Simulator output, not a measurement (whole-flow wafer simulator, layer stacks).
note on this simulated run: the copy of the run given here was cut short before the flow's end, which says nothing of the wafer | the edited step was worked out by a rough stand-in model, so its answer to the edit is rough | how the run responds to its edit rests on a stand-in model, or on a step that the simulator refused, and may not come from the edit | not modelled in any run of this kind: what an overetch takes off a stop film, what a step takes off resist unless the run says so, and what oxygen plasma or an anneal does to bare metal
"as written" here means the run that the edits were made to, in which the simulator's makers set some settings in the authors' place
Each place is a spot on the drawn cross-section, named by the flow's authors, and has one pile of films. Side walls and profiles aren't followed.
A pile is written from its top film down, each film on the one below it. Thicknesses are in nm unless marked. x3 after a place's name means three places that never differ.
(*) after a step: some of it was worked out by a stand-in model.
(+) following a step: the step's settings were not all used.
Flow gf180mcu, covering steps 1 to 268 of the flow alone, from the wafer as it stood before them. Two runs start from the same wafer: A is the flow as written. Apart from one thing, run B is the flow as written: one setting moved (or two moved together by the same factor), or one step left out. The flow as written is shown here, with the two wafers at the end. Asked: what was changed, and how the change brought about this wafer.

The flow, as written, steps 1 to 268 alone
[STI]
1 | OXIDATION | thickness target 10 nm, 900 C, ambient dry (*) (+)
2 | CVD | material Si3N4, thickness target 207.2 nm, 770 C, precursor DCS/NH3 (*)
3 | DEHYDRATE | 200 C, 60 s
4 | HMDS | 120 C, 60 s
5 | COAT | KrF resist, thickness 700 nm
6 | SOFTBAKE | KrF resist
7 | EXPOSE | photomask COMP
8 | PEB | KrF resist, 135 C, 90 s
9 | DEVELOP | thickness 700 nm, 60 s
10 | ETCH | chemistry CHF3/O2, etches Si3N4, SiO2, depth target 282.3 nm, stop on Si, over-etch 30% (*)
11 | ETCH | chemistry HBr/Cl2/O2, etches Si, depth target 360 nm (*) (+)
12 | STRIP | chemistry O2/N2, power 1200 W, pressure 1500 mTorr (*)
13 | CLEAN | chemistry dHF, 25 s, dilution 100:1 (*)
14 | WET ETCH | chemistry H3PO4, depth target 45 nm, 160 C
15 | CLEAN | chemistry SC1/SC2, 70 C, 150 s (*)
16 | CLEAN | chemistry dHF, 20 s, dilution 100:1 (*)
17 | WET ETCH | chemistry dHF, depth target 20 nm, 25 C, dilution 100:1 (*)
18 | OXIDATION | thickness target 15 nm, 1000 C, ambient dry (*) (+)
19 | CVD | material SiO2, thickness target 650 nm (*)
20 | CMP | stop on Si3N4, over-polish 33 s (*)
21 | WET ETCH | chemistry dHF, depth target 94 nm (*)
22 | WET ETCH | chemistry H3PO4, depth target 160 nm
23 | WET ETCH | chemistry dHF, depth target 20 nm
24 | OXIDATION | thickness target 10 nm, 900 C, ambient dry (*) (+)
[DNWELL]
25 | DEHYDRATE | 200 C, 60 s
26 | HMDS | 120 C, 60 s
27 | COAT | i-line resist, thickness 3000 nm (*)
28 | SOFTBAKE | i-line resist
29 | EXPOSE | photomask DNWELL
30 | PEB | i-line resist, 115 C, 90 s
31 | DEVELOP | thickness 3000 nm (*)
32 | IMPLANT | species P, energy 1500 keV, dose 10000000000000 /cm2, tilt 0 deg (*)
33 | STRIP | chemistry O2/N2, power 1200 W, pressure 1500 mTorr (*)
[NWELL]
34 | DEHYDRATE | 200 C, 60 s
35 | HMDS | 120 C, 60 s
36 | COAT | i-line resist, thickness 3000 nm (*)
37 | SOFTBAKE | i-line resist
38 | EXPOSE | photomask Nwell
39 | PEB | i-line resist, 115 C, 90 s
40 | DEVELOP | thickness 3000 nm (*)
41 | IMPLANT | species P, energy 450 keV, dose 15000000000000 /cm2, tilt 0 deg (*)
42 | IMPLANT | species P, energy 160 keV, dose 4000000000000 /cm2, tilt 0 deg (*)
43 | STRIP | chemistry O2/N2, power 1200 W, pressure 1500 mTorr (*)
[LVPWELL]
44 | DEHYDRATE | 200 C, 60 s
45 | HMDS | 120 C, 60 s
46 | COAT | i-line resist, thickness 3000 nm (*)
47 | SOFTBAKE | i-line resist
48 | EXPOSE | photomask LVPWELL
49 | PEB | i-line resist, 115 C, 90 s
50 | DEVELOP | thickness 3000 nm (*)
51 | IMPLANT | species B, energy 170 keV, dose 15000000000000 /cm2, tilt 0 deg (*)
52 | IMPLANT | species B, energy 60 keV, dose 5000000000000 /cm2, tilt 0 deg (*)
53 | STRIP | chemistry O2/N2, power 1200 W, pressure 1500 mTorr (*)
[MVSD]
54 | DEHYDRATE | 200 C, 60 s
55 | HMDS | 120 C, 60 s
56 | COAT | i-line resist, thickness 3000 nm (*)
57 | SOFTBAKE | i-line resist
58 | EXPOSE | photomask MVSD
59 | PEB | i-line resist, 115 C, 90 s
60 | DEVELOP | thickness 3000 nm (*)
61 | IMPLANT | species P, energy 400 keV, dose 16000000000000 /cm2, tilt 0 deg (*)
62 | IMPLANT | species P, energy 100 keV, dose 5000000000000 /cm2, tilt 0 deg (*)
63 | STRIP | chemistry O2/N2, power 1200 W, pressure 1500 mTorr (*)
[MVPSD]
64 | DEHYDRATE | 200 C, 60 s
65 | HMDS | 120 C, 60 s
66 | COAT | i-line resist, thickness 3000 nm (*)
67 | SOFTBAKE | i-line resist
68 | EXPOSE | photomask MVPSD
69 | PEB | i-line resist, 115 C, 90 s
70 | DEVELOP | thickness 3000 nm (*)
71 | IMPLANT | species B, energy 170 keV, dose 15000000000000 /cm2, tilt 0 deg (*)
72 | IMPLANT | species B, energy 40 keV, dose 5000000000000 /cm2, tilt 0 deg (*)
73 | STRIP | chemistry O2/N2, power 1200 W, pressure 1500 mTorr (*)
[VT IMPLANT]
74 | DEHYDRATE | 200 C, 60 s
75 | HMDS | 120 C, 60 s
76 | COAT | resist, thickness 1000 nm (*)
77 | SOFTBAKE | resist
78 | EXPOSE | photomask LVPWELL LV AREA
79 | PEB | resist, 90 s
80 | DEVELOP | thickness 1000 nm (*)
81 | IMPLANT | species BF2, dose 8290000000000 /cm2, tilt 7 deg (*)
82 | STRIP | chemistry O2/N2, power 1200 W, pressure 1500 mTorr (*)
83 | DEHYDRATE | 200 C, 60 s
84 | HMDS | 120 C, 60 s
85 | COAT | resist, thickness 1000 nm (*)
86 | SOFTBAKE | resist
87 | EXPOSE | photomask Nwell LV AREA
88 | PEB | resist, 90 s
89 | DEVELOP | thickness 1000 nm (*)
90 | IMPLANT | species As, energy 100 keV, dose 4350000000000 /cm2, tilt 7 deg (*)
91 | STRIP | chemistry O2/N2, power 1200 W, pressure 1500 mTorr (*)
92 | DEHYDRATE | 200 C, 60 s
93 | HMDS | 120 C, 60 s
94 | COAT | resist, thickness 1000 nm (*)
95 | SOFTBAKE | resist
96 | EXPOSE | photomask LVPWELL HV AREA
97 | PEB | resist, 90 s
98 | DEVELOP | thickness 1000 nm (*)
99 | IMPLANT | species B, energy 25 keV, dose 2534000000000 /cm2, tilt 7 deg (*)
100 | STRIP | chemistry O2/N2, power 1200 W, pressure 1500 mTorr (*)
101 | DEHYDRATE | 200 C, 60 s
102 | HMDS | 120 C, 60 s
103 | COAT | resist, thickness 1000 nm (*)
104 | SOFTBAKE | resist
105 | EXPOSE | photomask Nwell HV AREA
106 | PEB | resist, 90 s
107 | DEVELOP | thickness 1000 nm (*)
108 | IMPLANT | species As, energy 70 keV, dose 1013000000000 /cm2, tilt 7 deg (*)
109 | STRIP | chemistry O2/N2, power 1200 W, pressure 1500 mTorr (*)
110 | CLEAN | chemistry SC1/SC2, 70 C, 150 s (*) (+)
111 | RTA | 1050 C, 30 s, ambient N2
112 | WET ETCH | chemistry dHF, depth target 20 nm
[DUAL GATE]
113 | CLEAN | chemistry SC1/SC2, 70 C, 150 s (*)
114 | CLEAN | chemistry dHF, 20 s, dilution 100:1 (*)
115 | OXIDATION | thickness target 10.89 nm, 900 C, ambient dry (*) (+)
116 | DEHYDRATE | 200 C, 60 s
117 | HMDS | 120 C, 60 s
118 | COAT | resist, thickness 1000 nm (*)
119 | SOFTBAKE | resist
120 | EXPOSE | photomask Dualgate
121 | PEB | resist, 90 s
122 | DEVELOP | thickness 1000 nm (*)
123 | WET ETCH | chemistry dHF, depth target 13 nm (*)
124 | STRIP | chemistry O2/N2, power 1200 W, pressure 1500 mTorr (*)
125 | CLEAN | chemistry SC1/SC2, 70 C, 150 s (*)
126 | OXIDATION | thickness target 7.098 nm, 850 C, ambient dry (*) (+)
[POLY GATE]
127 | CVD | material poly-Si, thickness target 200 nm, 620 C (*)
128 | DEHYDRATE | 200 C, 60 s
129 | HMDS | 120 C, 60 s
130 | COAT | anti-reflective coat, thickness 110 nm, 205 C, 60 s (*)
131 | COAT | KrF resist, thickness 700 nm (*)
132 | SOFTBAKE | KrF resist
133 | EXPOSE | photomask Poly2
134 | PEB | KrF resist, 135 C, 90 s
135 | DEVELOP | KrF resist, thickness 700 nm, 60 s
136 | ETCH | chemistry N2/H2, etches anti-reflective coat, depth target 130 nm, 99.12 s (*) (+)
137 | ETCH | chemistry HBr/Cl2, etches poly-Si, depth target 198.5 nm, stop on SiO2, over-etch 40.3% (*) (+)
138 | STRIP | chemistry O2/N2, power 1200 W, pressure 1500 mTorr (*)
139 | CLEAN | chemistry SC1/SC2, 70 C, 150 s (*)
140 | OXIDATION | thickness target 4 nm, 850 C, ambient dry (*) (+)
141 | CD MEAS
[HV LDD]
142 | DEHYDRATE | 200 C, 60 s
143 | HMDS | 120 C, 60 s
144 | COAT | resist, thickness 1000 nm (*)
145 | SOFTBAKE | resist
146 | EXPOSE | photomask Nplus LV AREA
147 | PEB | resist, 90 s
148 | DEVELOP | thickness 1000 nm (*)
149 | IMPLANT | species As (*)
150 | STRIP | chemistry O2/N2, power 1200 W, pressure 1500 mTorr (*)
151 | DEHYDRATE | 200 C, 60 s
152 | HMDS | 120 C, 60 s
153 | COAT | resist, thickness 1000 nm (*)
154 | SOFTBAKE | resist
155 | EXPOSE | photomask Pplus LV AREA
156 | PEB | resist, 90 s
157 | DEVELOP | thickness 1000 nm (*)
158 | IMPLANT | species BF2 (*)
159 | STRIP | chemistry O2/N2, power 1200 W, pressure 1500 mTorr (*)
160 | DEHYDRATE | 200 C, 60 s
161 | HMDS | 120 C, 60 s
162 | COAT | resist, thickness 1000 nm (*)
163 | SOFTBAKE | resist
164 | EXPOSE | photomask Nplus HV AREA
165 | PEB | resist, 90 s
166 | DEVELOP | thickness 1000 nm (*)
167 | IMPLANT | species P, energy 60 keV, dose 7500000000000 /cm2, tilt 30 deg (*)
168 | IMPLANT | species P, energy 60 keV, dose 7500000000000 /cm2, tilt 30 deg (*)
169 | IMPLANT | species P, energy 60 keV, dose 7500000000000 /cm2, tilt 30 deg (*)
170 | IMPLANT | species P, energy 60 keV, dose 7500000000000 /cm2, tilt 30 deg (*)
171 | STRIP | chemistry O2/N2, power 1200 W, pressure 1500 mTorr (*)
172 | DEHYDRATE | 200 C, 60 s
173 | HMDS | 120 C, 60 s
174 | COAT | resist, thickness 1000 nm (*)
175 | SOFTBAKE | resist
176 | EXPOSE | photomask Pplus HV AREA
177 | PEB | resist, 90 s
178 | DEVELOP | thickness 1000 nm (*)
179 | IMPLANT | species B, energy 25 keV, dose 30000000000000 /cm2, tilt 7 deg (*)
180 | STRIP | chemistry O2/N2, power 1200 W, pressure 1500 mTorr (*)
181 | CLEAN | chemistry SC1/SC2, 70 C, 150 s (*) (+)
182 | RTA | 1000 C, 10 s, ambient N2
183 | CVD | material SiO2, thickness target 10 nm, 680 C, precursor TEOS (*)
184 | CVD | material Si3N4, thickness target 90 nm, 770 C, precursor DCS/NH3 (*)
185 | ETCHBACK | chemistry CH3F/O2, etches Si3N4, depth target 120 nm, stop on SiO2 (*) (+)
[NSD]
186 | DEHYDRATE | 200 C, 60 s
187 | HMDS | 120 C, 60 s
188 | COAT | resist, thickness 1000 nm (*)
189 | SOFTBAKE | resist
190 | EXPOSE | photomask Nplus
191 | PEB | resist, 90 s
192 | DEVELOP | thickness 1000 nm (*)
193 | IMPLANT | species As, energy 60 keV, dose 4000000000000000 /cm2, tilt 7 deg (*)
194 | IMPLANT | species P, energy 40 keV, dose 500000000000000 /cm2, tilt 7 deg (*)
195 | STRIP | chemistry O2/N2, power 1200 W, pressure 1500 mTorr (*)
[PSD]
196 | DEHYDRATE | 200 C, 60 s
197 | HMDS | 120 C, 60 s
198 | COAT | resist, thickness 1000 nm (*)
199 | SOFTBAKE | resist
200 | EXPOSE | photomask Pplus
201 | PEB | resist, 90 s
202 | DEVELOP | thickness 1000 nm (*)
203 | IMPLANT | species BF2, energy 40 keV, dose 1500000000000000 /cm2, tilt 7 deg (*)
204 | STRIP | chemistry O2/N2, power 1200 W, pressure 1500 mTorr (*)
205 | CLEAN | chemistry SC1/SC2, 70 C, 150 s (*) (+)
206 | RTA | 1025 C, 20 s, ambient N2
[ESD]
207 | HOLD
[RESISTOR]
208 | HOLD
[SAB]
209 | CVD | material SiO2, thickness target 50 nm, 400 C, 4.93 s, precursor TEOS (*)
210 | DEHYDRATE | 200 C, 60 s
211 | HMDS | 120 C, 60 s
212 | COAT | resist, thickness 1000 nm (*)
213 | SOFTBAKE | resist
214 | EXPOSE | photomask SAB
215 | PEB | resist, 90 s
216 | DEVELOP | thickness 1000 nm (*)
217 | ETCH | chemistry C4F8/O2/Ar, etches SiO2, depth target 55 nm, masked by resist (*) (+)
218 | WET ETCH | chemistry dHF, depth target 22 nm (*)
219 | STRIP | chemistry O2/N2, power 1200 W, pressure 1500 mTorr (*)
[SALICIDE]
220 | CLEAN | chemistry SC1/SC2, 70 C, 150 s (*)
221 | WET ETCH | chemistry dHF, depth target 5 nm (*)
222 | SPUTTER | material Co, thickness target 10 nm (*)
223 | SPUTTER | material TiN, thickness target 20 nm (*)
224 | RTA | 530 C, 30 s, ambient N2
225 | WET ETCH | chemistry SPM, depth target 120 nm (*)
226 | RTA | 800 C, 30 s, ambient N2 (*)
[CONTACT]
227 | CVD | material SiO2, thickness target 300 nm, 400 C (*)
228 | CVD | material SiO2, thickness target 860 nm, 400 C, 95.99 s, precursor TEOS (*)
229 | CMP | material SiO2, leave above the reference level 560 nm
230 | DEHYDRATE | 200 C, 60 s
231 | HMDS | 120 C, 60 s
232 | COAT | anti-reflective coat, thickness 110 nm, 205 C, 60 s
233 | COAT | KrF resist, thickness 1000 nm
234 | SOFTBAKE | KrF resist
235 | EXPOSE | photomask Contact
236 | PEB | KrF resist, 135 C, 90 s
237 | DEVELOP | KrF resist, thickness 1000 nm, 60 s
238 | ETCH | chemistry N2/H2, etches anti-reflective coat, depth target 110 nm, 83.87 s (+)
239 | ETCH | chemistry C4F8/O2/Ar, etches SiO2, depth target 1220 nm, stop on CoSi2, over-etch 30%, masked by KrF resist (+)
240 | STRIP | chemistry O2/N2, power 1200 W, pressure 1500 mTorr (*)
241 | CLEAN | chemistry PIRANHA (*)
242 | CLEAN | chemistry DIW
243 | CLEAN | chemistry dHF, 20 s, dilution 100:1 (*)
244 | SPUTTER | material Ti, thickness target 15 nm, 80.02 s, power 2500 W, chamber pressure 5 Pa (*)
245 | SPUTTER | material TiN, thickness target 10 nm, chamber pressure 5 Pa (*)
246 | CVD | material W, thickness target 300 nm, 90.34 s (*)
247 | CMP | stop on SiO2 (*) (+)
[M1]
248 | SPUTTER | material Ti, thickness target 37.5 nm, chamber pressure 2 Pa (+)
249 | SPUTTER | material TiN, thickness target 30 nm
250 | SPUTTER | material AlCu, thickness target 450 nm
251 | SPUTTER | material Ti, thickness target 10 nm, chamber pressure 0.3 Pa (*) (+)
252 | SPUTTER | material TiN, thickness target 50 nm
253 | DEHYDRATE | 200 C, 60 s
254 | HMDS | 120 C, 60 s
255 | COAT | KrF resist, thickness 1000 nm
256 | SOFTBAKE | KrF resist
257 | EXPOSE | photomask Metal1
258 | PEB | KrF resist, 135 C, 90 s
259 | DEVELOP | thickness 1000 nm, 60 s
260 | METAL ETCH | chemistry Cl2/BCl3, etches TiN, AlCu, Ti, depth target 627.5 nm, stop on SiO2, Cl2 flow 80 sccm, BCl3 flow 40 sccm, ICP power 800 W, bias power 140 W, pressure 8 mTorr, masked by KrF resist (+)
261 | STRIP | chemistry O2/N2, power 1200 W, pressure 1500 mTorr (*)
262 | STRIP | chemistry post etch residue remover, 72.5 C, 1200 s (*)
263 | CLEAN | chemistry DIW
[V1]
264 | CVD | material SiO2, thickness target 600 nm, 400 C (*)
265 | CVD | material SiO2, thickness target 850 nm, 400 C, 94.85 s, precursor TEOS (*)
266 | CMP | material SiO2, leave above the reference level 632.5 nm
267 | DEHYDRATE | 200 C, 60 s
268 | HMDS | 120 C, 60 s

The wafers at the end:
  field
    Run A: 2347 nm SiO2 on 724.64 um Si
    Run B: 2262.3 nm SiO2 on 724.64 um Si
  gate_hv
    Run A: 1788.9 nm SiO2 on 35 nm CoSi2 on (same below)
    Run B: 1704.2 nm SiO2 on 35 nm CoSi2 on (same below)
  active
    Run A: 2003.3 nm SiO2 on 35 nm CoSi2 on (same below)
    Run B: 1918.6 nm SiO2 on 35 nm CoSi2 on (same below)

The reason: step 265, CVD: 50.98 s was run, though the flow has 94.85 s.

Step by step, how the change led to this:
  265 | CVD | material SiO2, thickness target 850 nm, 400 C, 94.85 s, precursor TEOS (*)
      field, field__w1, field__w2 and 108 more: A SiO2 gains 850 | B SiO2 gains 465.3
  266 | CMP | material SiO2, leave above the reference level 632.5 nm
      field, field__w1, field__w2 and 99 more: A SiO2 loses 300 | B nothing
      field__w8, contact, m1 and 6 more: A SiO2 loses 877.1 | B SiO2 loses 492.4
